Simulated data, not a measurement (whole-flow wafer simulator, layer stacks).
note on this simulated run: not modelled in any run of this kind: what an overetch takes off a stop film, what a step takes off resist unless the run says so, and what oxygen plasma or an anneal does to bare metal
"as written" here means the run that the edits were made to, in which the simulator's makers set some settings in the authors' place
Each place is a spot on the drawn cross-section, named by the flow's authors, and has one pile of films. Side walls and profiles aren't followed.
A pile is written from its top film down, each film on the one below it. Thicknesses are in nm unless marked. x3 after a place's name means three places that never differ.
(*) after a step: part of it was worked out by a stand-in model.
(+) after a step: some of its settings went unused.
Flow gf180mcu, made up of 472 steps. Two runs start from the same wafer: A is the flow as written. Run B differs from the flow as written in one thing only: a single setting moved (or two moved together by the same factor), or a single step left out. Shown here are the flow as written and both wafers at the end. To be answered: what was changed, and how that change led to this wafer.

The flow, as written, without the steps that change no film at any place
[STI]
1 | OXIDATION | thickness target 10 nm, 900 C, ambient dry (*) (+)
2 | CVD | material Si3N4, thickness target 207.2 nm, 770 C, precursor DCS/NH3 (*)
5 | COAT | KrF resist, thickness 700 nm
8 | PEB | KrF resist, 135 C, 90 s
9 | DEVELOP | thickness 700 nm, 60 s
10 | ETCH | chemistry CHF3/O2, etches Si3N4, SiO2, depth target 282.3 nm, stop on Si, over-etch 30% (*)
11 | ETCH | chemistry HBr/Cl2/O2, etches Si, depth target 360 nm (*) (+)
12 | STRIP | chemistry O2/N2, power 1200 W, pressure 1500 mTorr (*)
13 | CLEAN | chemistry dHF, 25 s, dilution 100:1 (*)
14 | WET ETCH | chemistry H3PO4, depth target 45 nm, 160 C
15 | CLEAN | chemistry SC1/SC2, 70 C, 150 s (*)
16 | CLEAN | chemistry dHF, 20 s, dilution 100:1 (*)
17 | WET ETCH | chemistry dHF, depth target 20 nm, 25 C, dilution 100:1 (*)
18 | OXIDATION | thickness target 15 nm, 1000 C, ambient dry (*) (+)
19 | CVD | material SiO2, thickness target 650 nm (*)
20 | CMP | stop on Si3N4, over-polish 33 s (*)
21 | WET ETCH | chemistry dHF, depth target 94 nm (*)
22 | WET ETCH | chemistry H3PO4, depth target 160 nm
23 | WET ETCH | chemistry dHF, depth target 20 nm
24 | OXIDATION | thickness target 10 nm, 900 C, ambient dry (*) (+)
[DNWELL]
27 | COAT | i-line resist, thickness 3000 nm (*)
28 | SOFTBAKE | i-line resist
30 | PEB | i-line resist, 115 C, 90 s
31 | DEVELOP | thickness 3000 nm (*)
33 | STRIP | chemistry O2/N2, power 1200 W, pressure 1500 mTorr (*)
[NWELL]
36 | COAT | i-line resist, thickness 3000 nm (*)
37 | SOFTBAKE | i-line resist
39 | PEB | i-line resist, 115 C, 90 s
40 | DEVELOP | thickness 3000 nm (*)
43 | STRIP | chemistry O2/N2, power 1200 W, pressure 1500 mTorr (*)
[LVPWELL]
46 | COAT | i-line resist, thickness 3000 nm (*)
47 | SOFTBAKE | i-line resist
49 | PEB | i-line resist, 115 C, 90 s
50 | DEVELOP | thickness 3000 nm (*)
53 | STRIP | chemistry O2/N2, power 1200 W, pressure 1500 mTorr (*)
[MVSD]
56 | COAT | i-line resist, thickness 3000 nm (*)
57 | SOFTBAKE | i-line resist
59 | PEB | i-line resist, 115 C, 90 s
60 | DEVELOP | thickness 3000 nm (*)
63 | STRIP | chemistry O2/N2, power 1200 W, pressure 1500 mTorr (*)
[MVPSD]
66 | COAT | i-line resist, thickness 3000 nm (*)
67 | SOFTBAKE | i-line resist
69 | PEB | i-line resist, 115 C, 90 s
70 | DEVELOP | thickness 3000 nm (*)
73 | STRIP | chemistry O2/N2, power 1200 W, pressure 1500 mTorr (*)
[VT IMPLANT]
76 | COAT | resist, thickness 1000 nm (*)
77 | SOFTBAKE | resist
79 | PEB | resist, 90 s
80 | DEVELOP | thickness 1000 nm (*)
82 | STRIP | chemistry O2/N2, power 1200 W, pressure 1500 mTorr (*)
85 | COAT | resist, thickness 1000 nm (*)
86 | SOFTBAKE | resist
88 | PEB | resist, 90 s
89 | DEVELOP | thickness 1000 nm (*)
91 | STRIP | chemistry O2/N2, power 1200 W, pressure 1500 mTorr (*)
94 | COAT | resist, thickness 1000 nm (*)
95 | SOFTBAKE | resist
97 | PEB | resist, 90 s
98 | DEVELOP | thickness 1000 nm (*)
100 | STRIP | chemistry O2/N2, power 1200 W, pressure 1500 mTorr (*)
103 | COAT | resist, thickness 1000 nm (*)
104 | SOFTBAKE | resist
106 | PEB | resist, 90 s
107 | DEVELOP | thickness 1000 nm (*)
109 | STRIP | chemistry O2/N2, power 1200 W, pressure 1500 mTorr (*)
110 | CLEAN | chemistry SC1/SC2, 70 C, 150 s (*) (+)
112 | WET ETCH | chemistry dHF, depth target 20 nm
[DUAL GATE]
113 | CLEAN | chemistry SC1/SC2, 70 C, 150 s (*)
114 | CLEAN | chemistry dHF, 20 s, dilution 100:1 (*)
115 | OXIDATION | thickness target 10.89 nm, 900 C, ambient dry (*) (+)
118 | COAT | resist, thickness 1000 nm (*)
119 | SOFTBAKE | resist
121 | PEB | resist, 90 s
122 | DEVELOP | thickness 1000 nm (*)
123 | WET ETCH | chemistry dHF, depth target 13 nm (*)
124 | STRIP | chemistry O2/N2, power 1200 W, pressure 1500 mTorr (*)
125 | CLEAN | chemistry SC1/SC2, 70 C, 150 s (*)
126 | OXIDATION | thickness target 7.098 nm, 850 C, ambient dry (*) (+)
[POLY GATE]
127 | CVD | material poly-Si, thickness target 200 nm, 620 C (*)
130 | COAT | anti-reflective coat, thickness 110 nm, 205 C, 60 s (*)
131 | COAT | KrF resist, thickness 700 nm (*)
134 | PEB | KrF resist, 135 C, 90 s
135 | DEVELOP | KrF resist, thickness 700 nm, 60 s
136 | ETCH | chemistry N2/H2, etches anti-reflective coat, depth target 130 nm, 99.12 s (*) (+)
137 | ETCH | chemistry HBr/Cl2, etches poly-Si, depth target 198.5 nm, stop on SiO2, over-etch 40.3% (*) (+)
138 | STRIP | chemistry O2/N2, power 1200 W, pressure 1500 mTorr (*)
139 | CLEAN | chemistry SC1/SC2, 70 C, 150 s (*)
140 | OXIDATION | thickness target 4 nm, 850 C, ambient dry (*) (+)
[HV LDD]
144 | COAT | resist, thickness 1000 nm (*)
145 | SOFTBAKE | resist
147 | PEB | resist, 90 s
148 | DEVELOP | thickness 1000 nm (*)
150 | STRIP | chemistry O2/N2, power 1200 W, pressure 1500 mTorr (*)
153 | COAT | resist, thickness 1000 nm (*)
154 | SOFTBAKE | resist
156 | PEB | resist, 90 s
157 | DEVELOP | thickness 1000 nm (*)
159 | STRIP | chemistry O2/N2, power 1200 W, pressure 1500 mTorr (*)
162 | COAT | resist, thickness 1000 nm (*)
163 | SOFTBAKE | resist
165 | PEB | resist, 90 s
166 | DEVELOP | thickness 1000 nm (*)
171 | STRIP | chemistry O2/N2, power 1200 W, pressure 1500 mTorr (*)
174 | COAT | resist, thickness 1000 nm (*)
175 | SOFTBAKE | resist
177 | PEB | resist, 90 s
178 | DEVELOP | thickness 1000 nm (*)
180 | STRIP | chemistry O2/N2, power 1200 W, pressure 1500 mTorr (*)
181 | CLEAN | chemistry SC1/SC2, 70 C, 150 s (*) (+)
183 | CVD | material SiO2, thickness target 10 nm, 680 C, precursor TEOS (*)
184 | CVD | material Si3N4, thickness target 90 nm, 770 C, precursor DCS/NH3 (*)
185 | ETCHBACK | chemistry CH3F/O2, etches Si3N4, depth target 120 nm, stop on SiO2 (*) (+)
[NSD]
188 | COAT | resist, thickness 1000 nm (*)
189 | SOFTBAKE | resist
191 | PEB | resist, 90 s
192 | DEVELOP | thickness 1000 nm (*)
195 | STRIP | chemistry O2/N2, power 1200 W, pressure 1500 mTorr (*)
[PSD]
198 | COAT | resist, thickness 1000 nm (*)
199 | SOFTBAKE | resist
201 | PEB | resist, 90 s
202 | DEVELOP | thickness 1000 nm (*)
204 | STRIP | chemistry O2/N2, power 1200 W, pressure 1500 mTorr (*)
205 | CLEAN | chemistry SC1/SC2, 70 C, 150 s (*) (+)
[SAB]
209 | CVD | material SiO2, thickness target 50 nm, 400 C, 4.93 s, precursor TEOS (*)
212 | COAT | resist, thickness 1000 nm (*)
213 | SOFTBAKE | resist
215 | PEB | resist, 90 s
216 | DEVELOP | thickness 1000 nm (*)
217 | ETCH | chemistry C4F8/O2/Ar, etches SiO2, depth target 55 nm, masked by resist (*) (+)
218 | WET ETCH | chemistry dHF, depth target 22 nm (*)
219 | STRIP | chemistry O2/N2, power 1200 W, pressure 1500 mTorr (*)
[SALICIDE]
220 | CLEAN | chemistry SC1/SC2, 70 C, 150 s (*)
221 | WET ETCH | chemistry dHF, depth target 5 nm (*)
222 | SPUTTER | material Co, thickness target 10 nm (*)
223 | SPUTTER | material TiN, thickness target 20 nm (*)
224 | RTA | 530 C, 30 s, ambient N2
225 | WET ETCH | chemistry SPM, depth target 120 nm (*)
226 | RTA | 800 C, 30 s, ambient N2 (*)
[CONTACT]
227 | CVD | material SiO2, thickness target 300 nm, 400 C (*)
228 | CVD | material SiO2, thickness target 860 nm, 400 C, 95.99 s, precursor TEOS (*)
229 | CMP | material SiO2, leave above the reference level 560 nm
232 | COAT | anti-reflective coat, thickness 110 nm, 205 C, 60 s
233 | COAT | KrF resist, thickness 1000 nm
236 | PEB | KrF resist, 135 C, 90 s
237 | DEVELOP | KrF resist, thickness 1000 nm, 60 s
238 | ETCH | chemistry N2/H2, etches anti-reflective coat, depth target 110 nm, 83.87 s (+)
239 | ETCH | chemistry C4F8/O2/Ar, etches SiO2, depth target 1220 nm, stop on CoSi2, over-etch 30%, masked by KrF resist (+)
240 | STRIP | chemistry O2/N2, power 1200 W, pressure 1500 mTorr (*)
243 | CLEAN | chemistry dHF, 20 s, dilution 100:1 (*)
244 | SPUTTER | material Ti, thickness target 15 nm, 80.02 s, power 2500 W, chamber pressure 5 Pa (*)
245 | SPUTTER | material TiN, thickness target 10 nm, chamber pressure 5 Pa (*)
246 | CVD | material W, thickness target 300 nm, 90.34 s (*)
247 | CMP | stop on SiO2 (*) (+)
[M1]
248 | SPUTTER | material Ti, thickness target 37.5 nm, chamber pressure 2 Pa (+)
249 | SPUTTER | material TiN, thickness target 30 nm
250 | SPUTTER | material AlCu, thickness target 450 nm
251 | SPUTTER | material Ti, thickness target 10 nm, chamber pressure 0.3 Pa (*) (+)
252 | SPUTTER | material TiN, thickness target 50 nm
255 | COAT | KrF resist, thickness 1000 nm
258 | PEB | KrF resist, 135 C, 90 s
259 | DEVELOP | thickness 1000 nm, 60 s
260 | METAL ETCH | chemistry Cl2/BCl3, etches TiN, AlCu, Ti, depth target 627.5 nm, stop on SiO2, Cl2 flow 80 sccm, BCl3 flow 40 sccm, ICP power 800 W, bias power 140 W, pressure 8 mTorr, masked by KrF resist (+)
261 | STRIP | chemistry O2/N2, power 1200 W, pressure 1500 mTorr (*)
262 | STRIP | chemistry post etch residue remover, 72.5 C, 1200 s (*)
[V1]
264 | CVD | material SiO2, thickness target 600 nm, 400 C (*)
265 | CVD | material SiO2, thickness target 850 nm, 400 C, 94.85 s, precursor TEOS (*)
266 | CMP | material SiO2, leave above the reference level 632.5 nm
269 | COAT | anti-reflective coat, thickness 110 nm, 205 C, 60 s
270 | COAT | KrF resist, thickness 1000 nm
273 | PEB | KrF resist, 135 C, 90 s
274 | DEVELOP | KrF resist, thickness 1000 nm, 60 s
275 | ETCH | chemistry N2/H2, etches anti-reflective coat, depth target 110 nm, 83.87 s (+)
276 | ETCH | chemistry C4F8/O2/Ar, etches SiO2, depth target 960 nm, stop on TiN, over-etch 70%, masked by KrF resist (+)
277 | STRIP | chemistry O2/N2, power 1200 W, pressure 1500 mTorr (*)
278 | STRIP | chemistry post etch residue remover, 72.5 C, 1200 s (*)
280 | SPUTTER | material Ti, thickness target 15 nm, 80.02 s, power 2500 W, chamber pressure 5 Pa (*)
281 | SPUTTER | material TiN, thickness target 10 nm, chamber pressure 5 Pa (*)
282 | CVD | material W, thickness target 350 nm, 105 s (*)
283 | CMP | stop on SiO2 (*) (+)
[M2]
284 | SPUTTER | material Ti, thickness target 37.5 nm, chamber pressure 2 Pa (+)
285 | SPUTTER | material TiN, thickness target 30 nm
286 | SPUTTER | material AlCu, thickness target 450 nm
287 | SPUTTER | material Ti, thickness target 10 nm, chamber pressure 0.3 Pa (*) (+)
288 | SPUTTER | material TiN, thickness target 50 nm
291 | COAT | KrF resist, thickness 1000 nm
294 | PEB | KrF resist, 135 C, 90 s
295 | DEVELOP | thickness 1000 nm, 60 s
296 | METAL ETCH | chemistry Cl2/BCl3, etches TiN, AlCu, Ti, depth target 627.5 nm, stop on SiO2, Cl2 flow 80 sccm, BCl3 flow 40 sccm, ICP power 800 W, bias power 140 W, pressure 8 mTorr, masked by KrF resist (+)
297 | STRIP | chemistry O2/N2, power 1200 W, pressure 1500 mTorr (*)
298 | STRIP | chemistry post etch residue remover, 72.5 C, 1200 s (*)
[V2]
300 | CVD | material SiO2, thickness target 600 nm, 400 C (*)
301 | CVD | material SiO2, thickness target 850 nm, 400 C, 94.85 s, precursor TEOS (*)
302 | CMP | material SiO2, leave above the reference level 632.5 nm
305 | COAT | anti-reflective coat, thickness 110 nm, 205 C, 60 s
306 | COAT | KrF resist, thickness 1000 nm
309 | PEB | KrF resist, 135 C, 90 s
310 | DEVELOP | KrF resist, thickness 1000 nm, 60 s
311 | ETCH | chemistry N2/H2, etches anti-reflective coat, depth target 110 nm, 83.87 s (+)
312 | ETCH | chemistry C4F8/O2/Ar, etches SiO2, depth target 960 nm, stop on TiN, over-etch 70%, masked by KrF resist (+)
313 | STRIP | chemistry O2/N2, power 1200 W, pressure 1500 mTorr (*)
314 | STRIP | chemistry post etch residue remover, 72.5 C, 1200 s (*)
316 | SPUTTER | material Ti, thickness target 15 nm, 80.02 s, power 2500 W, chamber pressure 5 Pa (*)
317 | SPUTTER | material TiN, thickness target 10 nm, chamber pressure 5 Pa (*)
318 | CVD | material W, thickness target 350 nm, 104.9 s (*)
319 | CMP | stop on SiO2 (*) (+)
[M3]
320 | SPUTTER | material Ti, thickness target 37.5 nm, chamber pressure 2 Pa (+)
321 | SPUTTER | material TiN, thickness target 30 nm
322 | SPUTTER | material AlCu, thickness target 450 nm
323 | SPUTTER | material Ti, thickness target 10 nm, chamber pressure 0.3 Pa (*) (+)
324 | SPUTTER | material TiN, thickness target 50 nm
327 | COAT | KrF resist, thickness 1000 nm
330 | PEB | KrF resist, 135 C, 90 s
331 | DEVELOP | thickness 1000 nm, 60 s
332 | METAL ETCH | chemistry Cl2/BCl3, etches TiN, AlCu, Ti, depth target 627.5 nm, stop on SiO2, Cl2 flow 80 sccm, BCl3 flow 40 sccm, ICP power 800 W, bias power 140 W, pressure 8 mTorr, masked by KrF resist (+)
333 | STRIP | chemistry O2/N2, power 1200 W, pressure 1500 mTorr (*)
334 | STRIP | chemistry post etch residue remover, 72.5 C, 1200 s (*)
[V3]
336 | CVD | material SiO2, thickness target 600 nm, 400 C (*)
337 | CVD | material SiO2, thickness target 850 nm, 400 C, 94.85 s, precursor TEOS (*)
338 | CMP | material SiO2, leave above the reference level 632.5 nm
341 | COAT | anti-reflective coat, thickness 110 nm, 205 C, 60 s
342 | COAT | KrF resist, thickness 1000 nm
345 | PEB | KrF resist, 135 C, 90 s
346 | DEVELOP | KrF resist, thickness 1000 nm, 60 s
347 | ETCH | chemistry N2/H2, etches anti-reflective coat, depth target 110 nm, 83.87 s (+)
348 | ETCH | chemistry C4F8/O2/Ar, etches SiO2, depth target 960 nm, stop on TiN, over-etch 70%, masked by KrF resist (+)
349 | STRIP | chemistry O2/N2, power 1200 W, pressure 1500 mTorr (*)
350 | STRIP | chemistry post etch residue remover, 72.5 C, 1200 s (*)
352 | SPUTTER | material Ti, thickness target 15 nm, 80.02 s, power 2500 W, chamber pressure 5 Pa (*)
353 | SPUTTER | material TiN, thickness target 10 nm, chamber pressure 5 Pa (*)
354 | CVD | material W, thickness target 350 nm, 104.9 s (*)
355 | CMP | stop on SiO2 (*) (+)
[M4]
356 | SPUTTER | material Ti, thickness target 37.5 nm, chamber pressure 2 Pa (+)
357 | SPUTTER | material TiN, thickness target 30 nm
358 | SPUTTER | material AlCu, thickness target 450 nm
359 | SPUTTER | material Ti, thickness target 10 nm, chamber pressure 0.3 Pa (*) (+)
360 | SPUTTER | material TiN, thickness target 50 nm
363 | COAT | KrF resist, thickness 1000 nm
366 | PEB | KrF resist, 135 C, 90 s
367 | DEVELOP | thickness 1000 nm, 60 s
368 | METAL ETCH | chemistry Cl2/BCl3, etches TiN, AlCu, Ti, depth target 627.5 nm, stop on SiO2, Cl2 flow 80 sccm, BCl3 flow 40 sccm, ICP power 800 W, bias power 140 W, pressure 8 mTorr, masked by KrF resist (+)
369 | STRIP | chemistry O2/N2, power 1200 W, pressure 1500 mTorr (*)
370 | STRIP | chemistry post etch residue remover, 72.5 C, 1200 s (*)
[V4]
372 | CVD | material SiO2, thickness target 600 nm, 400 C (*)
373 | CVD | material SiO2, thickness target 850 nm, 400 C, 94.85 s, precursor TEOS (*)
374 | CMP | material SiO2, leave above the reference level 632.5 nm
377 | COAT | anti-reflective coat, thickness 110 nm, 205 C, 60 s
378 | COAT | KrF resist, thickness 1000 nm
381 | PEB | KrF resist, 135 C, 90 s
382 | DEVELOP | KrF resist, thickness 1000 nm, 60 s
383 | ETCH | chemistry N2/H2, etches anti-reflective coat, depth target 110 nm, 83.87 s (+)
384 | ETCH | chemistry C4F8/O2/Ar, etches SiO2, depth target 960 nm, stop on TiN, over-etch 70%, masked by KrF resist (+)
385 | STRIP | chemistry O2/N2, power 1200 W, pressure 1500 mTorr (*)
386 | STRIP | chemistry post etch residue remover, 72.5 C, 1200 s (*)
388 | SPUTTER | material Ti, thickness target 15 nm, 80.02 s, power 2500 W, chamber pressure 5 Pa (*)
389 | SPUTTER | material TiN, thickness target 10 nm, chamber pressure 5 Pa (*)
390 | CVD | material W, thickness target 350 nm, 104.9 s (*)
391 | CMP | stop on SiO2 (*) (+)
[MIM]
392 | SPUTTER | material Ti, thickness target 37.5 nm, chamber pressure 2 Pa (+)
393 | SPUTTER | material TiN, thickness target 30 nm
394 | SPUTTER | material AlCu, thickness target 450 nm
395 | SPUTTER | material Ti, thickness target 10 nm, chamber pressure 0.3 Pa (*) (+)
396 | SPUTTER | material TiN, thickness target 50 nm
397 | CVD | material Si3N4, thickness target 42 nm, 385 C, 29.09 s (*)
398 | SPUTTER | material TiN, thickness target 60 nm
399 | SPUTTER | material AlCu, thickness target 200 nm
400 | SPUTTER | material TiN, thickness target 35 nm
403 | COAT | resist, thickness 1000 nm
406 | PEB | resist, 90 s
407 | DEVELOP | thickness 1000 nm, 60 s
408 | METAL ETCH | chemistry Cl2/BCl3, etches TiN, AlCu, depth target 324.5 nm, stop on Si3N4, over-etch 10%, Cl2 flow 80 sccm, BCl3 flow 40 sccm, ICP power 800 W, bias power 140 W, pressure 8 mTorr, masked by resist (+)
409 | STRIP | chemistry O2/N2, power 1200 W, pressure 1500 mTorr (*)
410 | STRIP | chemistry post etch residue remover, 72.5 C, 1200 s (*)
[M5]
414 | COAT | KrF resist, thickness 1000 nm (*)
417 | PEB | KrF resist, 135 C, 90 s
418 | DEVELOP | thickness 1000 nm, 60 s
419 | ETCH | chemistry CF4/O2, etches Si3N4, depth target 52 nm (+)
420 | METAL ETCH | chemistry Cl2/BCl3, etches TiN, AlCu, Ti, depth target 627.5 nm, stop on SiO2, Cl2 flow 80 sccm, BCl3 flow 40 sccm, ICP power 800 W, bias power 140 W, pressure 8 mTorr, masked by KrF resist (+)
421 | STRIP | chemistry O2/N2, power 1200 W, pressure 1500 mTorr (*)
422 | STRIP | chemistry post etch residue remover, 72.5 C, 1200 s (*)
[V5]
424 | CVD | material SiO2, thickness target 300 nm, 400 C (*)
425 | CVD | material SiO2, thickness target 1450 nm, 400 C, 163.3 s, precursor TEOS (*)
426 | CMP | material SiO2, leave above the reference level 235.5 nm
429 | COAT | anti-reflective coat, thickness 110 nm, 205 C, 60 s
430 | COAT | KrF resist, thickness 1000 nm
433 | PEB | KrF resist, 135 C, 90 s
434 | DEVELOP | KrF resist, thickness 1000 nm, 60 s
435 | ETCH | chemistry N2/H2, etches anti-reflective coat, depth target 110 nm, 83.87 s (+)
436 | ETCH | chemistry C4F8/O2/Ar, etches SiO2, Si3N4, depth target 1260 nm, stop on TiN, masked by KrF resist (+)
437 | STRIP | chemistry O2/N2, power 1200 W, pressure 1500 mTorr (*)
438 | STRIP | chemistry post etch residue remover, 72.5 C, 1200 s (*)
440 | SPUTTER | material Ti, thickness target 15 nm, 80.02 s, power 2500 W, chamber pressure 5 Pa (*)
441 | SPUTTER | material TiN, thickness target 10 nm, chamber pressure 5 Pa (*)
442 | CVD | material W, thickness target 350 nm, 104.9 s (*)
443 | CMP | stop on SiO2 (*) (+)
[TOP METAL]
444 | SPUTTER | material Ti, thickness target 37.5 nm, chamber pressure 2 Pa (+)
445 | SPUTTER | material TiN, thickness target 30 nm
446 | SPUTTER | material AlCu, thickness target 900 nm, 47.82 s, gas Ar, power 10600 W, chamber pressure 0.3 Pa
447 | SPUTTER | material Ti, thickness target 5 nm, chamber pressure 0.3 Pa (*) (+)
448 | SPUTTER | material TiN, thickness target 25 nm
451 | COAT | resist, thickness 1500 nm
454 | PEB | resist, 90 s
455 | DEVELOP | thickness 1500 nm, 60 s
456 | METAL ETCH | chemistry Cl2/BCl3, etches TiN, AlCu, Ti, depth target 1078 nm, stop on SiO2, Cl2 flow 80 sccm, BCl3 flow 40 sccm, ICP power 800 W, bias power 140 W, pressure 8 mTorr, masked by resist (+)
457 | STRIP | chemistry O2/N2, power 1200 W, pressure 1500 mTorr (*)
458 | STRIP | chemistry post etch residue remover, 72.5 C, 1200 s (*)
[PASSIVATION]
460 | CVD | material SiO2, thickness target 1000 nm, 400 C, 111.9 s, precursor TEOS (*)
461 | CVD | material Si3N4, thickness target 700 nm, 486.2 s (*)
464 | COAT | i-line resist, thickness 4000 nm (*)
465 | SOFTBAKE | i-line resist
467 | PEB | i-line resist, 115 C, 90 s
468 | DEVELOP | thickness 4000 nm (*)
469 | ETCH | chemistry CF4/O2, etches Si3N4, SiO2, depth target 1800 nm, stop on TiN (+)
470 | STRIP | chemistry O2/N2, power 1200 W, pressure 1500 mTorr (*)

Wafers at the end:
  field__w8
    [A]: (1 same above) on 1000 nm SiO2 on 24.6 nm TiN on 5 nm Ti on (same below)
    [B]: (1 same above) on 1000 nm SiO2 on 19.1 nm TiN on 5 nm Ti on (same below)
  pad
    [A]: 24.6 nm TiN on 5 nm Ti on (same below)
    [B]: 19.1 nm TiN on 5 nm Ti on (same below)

Cause: step 448, SPUTTER: thickness target 19.53 nm was run, while the flow as written has thickness target 25 nm.

Step by step, how the change led to this:
  448 | SPUTTER | material TiN, thickness target 25 nm
      field, field__w1, field__w2 and 109 more: A +25 TiN (new film) | B +19.5 TiN (new film)
  456 | METAL ETCH | chemistry Cl2/BCl3, etches TiN, AlCu, Ti, depth target 1078 nm, stop on SiO2, Cl2 flow 80 sccm, BCl3 flow 40 sccm, ICP power 800 W, bias power 140 W, pressure 8 mTorr, masked by resist (+)
      field, field__w1, field__w2 and 103 more: A -25 TiN (all of it), -5 Ti (all of it), -900 AlCu (all of it), -30 TiN (all of it), -37.5 Ti (all of it) | B -19.5 TiN (all of it), -5 Ti (all of it), -900 AlCu (all of it), -30 TiN (all of it), -37.5 Ti (all of it)
